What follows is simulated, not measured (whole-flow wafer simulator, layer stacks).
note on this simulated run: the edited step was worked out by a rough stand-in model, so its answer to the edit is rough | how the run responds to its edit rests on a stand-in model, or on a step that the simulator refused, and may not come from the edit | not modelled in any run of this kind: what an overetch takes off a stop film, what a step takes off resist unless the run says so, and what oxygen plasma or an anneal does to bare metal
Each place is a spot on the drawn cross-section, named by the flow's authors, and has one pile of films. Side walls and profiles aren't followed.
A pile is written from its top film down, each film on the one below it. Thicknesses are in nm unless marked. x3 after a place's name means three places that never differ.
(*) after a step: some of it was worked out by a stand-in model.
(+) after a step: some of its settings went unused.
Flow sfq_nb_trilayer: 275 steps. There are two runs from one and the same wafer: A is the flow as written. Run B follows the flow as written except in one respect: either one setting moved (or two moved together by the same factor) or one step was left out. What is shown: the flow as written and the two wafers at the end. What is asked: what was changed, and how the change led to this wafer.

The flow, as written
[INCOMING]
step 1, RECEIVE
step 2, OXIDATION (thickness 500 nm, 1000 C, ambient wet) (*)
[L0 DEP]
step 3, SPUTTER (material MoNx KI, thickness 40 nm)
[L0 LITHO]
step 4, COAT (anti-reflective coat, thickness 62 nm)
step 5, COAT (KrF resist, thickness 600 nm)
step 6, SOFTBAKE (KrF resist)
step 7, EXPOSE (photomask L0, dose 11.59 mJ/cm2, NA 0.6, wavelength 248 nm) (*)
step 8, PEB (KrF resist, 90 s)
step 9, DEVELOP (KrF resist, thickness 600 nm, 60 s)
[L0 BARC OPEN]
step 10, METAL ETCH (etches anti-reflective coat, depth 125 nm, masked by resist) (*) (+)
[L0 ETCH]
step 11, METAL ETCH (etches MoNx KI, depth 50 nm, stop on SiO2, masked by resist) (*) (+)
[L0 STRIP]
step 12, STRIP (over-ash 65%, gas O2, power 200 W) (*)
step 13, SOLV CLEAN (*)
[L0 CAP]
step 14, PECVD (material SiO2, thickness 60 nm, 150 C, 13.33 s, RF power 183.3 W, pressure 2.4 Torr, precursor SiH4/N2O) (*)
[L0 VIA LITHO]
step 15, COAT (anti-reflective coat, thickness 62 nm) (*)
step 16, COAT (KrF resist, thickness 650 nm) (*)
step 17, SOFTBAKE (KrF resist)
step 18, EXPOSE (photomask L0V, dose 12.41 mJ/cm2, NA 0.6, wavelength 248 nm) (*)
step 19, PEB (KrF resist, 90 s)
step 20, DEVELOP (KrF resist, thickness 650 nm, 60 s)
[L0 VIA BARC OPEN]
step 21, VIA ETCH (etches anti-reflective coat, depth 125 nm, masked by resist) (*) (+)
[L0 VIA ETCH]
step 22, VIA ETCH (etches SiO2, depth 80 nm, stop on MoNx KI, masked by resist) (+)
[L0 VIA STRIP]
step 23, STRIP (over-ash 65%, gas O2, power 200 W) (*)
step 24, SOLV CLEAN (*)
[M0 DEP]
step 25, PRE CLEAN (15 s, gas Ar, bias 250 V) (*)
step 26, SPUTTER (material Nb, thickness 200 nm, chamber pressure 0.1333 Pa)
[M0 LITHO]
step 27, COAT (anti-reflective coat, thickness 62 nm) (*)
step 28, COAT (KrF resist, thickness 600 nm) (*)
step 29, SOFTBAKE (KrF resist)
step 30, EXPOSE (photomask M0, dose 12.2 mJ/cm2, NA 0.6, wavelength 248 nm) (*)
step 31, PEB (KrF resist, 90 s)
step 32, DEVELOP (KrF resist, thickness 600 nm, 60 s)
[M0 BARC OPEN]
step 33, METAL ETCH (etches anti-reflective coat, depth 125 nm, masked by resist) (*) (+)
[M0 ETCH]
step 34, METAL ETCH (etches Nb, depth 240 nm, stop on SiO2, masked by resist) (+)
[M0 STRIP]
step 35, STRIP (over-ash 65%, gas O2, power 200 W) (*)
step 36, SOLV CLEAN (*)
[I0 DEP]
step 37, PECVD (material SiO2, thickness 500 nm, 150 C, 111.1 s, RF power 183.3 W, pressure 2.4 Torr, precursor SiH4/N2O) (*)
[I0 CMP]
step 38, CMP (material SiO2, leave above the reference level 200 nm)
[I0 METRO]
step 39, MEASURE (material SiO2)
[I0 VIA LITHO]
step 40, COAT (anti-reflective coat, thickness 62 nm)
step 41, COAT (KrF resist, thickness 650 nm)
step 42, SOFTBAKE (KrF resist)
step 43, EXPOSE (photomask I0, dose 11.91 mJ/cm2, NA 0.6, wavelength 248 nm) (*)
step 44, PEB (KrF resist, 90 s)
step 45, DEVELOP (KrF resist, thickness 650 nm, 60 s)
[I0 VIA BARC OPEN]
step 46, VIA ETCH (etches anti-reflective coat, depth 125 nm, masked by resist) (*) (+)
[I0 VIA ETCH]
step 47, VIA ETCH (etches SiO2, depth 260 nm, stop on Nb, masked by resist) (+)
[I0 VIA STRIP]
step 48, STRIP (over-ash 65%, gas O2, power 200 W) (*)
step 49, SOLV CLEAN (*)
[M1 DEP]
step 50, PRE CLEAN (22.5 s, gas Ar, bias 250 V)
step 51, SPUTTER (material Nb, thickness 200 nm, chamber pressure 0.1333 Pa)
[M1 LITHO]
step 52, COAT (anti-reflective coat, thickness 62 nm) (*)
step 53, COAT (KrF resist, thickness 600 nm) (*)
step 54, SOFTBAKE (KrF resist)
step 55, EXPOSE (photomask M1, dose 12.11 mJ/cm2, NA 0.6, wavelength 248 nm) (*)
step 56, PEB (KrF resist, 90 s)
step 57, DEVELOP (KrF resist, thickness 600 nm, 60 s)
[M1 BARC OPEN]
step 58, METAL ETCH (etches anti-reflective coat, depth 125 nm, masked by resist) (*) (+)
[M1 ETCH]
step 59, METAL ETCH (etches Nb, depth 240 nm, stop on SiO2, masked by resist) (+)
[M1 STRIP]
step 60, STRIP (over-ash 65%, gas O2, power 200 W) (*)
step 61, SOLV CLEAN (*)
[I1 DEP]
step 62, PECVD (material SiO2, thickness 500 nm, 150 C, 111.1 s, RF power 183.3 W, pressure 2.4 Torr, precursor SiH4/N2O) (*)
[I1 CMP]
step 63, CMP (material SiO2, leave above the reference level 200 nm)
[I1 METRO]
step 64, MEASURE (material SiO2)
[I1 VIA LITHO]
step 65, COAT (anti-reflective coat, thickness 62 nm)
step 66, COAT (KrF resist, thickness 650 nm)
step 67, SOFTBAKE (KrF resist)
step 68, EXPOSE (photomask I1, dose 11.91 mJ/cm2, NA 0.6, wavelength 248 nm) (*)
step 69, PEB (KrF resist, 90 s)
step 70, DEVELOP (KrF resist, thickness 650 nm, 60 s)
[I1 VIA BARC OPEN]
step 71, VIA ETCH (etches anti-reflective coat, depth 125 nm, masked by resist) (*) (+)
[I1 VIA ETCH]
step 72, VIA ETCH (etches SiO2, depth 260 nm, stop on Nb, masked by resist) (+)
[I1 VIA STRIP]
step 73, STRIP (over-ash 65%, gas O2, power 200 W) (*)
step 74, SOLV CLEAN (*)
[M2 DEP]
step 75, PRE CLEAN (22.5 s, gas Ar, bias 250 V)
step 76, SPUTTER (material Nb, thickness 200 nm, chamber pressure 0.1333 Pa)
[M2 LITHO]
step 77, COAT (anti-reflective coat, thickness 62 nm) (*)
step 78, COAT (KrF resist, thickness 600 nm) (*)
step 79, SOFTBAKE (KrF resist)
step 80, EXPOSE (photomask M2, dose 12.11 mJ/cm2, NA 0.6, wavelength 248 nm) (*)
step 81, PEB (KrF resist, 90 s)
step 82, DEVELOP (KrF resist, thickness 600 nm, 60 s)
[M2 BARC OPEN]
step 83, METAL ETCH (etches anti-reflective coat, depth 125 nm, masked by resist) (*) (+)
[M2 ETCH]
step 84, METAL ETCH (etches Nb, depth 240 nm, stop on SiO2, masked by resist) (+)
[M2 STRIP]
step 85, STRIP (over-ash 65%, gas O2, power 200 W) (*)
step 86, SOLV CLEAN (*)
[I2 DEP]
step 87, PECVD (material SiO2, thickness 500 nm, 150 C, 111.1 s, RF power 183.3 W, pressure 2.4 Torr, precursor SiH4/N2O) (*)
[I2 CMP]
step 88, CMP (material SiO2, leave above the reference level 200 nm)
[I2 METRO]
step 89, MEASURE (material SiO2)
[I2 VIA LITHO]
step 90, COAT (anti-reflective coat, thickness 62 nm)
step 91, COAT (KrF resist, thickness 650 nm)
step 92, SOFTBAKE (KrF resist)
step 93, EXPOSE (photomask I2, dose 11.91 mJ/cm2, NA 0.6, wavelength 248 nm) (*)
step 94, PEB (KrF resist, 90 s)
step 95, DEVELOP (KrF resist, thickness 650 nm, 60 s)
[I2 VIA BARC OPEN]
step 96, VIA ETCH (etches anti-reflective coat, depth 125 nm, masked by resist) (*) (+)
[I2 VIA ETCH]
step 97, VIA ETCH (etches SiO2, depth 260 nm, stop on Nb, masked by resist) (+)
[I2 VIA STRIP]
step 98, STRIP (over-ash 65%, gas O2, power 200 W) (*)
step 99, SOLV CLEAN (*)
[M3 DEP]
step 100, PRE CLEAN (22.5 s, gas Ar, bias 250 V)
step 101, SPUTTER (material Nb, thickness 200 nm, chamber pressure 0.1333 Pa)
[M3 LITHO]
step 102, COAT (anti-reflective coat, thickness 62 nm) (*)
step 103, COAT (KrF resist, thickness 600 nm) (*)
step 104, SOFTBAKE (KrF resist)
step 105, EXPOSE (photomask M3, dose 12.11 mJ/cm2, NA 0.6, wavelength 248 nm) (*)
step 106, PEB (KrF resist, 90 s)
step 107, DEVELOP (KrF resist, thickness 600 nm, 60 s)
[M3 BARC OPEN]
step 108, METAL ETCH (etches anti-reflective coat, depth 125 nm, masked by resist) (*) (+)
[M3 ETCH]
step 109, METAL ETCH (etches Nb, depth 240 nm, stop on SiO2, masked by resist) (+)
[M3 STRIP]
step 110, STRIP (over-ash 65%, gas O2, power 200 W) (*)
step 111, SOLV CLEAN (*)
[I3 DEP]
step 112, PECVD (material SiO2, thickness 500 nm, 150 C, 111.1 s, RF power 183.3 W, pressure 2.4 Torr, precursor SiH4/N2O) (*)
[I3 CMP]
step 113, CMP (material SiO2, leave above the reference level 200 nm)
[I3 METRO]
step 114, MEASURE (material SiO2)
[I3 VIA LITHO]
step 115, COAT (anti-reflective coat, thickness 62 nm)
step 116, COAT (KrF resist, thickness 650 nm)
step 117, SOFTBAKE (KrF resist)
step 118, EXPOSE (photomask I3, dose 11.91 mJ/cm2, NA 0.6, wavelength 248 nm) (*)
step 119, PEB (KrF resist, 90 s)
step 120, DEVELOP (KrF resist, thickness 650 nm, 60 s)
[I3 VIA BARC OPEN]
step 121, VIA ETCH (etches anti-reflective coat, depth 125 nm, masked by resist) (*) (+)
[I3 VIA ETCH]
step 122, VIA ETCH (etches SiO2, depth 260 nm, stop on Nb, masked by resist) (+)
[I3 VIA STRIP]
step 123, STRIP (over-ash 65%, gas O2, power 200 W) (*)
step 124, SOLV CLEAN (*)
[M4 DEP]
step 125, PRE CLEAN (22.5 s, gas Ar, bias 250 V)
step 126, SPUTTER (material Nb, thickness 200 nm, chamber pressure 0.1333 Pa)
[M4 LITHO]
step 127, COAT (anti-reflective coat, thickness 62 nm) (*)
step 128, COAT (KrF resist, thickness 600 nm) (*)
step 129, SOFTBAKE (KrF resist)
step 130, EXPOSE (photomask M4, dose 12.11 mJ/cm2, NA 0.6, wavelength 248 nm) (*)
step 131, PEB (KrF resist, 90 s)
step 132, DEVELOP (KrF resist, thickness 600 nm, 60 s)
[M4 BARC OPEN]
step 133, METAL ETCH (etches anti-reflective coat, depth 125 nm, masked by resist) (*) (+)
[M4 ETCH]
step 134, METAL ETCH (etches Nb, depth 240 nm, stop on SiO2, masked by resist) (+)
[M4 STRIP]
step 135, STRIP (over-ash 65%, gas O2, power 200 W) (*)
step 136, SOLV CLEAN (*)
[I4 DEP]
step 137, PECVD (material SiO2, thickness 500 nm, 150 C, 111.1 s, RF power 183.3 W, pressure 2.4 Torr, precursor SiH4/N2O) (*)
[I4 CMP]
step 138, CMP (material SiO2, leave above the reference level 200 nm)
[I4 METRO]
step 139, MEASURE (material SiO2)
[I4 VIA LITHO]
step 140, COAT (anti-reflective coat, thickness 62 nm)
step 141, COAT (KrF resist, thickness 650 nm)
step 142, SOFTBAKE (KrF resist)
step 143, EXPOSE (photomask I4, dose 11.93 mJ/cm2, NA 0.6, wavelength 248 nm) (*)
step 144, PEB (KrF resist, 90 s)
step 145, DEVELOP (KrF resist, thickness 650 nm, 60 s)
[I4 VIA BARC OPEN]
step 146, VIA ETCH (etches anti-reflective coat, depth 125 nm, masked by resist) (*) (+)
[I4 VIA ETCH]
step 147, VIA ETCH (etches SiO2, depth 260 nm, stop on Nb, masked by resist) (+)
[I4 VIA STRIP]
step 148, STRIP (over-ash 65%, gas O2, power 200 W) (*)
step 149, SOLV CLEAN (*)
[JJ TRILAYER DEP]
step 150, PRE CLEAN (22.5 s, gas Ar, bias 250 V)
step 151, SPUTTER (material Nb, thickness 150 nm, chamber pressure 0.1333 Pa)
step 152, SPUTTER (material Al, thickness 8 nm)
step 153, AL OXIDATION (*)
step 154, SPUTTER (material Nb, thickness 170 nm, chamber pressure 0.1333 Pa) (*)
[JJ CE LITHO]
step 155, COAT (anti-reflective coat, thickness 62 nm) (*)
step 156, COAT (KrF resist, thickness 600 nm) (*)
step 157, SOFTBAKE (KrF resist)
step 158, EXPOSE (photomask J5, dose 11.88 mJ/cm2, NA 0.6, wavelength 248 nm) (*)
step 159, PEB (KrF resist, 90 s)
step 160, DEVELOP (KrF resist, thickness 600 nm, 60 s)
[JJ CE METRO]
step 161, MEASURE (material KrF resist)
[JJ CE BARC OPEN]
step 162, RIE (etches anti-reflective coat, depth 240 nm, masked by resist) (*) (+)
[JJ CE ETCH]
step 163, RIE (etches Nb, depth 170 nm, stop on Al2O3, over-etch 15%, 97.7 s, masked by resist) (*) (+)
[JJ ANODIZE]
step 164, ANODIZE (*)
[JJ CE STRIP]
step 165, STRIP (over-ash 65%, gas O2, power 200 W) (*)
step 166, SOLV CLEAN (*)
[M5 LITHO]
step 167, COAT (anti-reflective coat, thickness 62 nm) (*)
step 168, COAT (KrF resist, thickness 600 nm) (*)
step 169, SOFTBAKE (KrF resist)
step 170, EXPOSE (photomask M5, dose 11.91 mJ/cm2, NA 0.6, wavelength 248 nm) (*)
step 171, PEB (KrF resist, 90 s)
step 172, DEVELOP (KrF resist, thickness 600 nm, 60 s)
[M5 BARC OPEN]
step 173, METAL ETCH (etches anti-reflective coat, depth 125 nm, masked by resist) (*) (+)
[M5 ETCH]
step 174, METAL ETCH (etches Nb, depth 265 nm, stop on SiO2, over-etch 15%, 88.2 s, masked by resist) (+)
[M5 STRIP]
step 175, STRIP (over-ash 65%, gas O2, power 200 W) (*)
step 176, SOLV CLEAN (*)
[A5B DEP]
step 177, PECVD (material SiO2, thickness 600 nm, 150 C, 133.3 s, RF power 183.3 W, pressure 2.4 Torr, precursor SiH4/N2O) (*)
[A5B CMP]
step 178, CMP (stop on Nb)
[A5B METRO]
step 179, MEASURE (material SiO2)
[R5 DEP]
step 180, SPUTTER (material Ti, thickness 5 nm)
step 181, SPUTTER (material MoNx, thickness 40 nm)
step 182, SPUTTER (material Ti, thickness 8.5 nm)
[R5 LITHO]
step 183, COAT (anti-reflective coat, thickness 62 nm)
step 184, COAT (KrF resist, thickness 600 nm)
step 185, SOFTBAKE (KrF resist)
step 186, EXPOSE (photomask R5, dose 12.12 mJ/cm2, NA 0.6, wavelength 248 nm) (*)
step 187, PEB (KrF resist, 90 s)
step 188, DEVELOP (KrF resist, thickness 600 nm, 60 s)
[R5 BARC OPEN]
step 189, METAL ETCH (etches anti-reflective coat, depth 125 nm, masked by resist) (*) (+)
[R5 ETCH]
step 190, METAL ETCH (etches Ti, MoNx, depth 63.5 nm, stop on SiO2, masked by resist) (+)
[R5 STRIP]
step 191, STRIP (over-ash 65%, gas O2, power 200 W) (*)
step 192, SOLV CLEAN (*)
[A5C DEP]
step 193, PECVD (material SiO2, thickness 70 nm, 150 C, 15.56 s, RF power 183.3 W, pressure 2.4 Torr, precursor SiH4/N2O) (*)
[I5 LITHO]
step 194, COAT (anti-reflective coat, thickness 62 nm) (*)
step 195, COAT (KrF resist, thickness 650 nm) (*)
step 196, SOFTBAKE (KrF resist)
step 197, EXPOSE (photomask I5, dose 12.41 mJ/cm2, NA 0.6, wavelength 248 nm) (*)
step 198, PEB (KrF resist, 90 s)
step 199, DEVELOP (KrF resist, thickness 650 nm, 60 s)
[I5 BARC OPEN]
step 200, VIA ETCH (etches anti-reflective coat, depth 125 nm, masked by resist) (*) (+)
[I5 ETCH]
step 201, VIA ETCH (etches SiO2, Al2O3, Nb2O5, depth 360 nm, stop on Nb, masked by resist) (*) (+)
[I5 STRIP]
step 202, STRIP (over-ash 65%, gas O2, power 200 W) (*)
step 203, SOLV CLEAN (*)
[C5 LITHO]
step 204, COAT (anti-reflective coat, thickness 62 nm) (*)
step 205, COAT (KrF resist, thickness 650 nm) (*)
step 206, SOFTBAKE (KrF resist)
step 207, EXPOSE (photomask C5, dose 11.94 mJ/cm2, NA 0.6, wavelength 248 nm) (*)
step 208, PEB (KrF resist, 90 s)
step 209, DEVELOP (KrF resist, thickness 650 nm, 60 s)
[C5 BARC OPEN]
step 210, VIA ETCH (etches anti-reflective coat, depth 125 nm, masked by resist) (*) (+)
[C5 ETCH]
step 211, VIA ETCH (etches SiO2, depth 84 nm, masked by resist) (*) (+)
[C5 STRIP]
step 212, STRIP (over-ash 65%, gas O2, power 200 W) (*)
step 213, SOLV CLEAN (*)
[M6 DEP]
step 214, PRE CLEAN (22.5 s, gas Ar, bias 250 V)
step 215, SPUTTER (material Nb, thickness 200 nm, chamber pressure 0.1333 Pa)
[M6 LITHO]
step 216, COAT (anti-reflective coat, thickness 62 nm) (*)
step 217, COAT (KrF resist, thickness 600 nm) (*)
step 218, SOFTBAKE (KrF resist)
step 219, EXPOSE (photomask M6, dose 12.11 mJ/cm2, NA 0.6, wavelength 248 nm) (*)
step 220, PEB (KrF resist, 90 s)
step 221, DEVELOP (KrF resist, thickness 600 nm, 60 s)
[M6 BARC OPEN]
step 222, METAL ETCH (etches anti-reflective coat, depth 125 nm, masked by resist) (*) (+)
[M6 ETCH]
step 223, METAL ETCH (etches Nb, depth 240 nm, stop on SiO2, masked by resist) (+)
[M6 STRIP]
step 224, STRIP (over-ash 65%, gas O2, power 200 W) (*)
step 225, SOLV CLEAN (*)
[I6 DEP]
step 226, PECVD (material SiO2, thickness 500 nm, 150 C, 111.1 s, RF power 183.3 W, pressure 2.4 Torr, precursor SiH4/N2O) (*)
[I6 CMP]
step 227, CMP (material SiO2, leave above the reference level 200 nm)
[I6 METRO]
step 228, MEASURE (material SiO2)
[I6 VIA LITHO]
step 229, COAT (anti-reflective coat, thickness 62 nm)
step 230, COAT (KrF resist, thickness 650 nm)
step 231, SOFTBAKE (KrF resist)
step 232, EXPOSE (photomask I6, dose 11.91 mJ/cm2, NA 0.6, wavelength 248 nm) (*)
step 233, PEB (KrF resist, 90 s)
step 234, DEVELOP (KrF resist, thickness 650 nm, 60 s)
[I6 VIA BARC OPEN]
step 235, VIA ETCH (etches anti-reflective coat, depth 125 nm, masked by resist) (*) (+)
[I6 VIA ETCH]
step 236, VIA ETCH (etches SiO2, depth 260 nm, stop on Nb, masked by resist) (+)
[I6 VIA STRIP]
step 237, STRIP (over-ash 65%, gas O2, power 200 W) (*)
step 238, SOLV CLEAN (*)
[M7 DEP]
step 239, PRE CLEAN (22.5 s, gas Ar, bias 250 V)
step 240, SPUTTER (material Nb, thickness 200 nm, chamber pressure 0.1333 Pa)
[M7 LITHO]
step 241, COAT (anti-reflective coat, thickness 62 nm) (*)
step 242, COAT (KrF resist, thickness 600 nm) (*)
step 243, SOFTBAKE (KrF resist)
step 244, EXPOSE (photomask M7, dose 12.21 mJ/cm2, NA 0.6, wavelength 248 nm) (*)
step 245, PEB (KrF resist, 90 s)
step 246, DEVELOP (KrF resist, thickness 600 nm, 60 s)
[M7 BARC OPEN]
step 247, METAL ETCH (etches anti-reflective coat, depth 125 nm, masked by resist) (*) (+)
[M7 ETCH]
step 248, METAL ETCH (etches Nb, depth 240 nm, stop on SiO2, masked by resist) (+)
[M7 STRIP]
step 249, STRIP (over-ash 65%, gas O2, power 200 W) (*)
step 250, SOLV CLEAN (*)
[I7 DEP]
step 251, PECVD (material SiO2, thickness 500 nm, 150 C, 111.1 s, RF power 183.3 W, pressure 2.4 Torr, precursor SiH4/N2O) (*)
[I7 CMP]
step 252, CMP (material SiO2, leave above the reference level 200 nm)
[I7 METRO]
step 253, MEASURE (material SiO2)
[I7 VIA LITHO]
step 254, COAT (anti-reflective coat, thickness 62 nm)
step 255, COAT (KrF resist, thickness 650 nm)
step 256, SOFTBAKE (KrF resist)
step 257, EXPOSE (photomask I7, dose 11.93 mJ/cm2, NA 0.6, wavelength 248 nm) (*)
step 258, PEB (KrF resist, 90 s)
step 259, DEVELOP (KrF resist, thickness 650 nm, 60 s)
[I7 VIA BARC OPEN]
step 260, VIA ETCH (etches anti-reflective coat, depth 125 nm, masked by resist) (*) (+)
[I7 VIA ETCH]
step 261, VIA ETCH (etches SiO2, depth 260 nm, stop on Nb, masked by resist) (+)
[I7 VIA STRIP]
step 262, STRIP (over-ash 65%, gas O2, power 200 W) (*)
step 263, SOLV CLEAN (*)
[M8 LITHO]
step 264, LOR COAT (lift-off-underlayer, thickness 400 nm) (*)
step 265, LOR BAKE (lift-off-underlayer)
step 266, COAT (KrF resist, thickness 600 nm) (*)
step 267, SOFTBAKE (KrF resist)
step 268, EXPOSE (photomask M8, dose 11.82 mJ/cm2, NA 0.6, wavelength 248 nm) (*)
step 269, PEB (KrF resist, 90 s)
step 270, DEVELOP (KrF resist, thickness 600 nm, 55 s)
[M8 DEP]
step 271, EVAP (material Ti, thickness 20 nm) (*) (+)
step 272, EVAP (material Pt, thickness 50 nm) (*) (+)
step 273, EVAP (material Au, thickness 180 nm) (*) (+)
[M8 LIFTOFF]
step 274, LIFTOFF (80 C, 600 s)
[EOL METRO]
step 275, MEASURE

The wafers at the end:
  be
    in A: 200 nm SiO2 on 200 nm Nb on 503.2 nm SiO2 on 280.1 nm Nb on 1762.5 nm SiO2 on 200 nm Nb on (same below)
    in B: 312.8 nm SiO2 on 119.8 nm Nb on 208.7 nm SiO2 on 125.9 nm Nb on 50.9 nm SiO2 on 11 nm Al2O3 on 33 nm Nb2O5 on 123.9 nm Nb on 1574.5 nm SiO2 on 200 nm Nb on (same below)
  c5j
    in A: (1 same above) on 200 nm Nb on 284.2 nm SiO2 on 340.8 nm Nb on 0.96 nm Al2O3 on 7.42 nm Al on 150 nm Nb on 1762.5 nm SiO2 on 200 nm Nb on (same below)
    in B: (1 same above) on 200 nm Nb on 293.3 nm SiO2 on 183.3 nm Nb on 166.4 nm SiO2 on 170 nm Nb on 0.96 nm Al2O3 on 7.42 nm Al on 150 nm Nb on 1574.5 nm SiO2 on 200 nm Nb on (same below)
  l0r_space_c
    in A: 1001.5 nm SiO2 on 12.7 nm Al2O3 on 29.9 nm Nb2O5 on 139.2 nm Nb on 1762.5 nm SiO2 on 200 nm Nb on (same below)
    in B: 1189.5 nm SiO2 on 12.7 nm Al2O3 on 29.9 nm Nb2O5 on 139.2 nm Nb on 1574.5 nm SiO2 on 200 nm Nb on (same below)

Cause: step 137, PECVD: thickness 212 nm was run, though the flow has thickness 500 nm; step 137, PECVD: 47.22 s was run, where the flow has 111.1 s.

The path from the change to this, step by step:
  step 137, PECVD (material SiO2, thickness 500 nm, 150 C, 111.1 s, RF power 183.3 W, pressure 2.4 Torr, precursor SiH4/N2O) (*)
      field_l, be, be_sur and 55 more: A SiO2 gains 500 | B SiO2 gains 212
      v_sur, via_wl, via_w and 35 more: A SiO2 gains 500 (new film) | B SiO2 gains 212 (new film)
      (also at 10 further places)
  step 138, CMP (material SiO2, leave above the reference level 200 nm)
      field_l, be, be_sur and 55 more: A SiO2 loses 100 | B nothing
      p3_s0, p3_s1, p3_s2, p3_s3, p3_s4, p3_s5: A SiO2 loses 157.1 | B nothing
      (also at 42 further places)
  step 140, COAT (anti-reflective coat, thickness 62 nm)
      ce_l, sp_r, be_r, r_sur, l0v, m8r_pad_w: A anti-reflective coat gains 62 (new film) | B anti-reflective coat gains 64.8 (new film)
      p3_l1, p3_l2, p3_l3, p3_l4: A anti-reflective coat gains 62 (new film) | B anti-reflective coat gains 42.7 (new film)
      (also at 79 further places)
  step 141, COAT (KrF resist, thickness 650 nm)
      m0r_line_l, m6r_line_l, m7r_line_l: A KrF resist gains 650 (new film) | B KrF resist gains 685.4 (new film)
      m0r_space_l, m6r_space_l, m7r_space_l: A KrF resist gains 650 (new film) | B KrF resist gains 675.6 (new film)
      (also at 82 further places)
  step 145, DEVELOP (KrF resist, thickness 650 nm, 60 s)
      via_wl: A KrF resist loses 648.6 (all of it) | B KrF resist loses 573.9 (all of it)
      via_w: A KrF resist loses 648.6 (all of it) | B KrF resist loses 583.1 (all of it)
      (also at 1 further place)
  step 146, VIA ETCH (etches anti-reflective coat, depth 125 nm, masked by resist) (*) (+)
      field_l, v_sur, via_sp and 100 more: A KrF resist loses 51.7 | B KrF resist loses 39.6
      via_wl: A anti-reflective coat loses 62 (all of it), SiO2 loses 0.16 | B anti-reflective coat loses 47.2 (all of it), SiO2 loses 0.12
      (also at 2 further places)
  step 148, STRIP (over-ash 65%, gas O2, power 200 W) (*)
      p4_fl, p4_fm, p4_w1, p4_g1, p4_w2, p4_g2, p4_w3, p4_fr: A KrF resist loses 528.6 (all of it), anti-reflective coat loses 62 (all of it) | B KrF resist loses 540.6 (all of it), anti-reflective coat loses 62 (all of it)
      m0r_line_l, m6r_line_l, m7r_line_l: A KrF resist loses 528.6 (all of it), anti-reflective coat loses 62 (all of it) | B KrF resist loses 576 (all of it), anti-reflective coat loses 61.8 (all of it)
      (also at 92 further places)
  step 151, SPUTTER (material Nb, thickness 150 nm, chamber pressure 0.1333 Pa)
      lsp_r, l0_sur, l0v: A Nb gains 150 (new film) | B Nb gains 142.6 (new film)
      be, lsp_l: A Nb gains 150 (new film) | B Nb gains 135.7 (new film)
      (also at 1 further place)
  step 152, SPUTTER (material Al, thickness 8 nm)
      be, lsp_l: A Al gains 8 (new film) | B Al gains 7.24 (new film)
      via_v: A Al gains 8 (new film) | B Al gains 5.89 (new film)
  step 154, SPUTTER (material Nb, thickness 170 nm, chamber pressure 0.1333 Pa) (*)
      lsp_r, l0_sur, l0v: A Nb gains 170 (new film) | B Nb gains 161.4 (new film)
      be, lsp_l: A Nb gains 170 (new film) | B Nb gains 152.5 (new film)
      (also at 1 further place)
  step 155, COAT (anti-reflective coat, thickness 62 nm) (*)
      m0r_space_l, m0r_space_r, m6r_space_l, m6r_space_r, m7r_space_l, m7r_space_r: A anti-reflective coat gains 62 (new film) | B anti-reflective coat gains 83.4 (new film)
      p3_l1, p3_l2, p3_l3, p3_l4: A anti-reflective coat gains 62 (new film) | B anti-reflective coat gains 44.2 (new film)
      (also at 81 further places)
  step 156, COAT (KrF resist, thickness 600 nm) (*)
      m0r_line_l, m0r_line_r, m6r_line_l, m6r_line_r, m7r_line_l, m7r_line_r: A KrF resist gains 600 (new film) | B KrF resist gains 636.4 (new film)
      m0r_space_l, m0r_space_r, m6r_space_l, m6r_space_r, m7r_space_l, m7r_space_r: A KrF resist gains 600 (new film) | B KrF resist gains 624.4 (new film)
      (also at 74 further places)
  step 160, DEVELOP (KrF resist, thickness 600 nm, 60 s)
      m0r_line_l, m0r_line_r, m6r_line_l, m6r_line_r, m7r_line_l, m7r_line_r: A KrF resist loses 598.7 (all of it) | B KrF resist loses 635 (all of it)
      m0r_space_l, m0r_space_r, m6r_space_l, m6r_space_r, m7r_space_l, m7r_space_r: A KrF resist loses 598.7 (all of it) | B KrF resist loses 623.1 (all of it)
      (also at 73 further places)
  step 162, RIE (etches anti-reflective coat, depth 240 nm, masked by resist) (*) (+)
      m0r_space_l, m0r_space_r, m6r_space_l, m6r_space_r, m7r_space_l, m7r_space_r: A anti-reflective coat loses 62 (all of it) | B anti-reflective coat loses 83.4 (all of it)
      ce_l, c5j, ce_r, wl_jj: A KrF resist loses 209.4 | B KrF resist loses 200.7
      (also at 81 further places)
  step 163, RIE (etches Nb, depth 170 nm, stop on Al2O3, over-etch 15%, 97.7 s, masked by resist) (*) (+)
      lsp_r, l0_sur, l0v: A Nb loses 170 (all of it), Al2O3 loses 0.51 | B Nb loses 161.4 (all of it), Al2O3 loses 0.96 (all of it)
      be, lsp_l: A Nb loses 170 (all of it), Al2O3 loses 0.51 | B Nb loses 152.5 (all of it), Al2O3 loses 0.96 (all of it)
      (also at 1 further place)
  step 164, ANODIZE (*)
      lsp_r, l0_sur, l0v: A Al2O3 gains 12.2, Nb2O5 gains 29.9 (new film), Al loses 7.42 (all of it), Nb loses 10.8 | B Al2O3 gains 11.5 (new film), Nb2O5 gains 32.1 (new film), Al loses 6.96 (all of it), Nb loses 11.5
      be, lsp_l: A Al2O3 gains 12.2, Nb2O5 gains 29.9 (new film), Al loses 7.42 (all of it), Nb loses 10.8 | B Al2O3 gains 11 (new film), Nb2O5 gains 33 (new film), Al loses 6.66 (all of it), Nb loses 11.9
      (also at 1 further place)
  ... 46 further steps ...
  step 274, LIFTOFF (80 C, 600 s)
      be: A Au loses 180 (all of it), Pt loses 50 (all of it), Ti loses 20 (all of it), KrF resist loses 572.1 (all of it), lift-off-underlayer loses 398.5 (all of it) | B Au loses 180 (all of it), Pt loses 50 (all of it), Ti loses 20 (all of it), KrF resist loses 613.8 (all of it), lift-off-underlayer loses 720.8 (all of it)
      be_sur: A Au loses 180 (all of it), Pt loses 50 (all of it), Ti loses 20 (all of it), KrF resist loses 572.6 (all of it), lift-off-underlayer loses 398.9 (all of it) | B Au loses 180 (all of it), Pt loses 50 (all of it), Ti loses 20 (all of it), KrF resist loses 587.3 (all of it), lift-off-underlayer loses 366.3 (all of it)
      (also at 1 further place)
With metal films that touch counted as one body, be has 4 bodies (between them, from the top down: SiO2 208.7; SiO2 50.9 / Al2O3 11 / Nb2O5 33; SiO2 1574.5); the flow as written gives 3 bodies (between them, from the top down: SiO2 503.2; SiO2 1762.5).
With metal films that touch counted as one body, c5j has 5 bodies (between them, from the top down: SiO2 293.3; SiO2 166.4; Al2O3 0.96; SiO2 1574.5); the flow as written gives 4 bodies (between them, from the top down: SiO2 284.2; Al2O3 0.96; SiO2 1762.5).
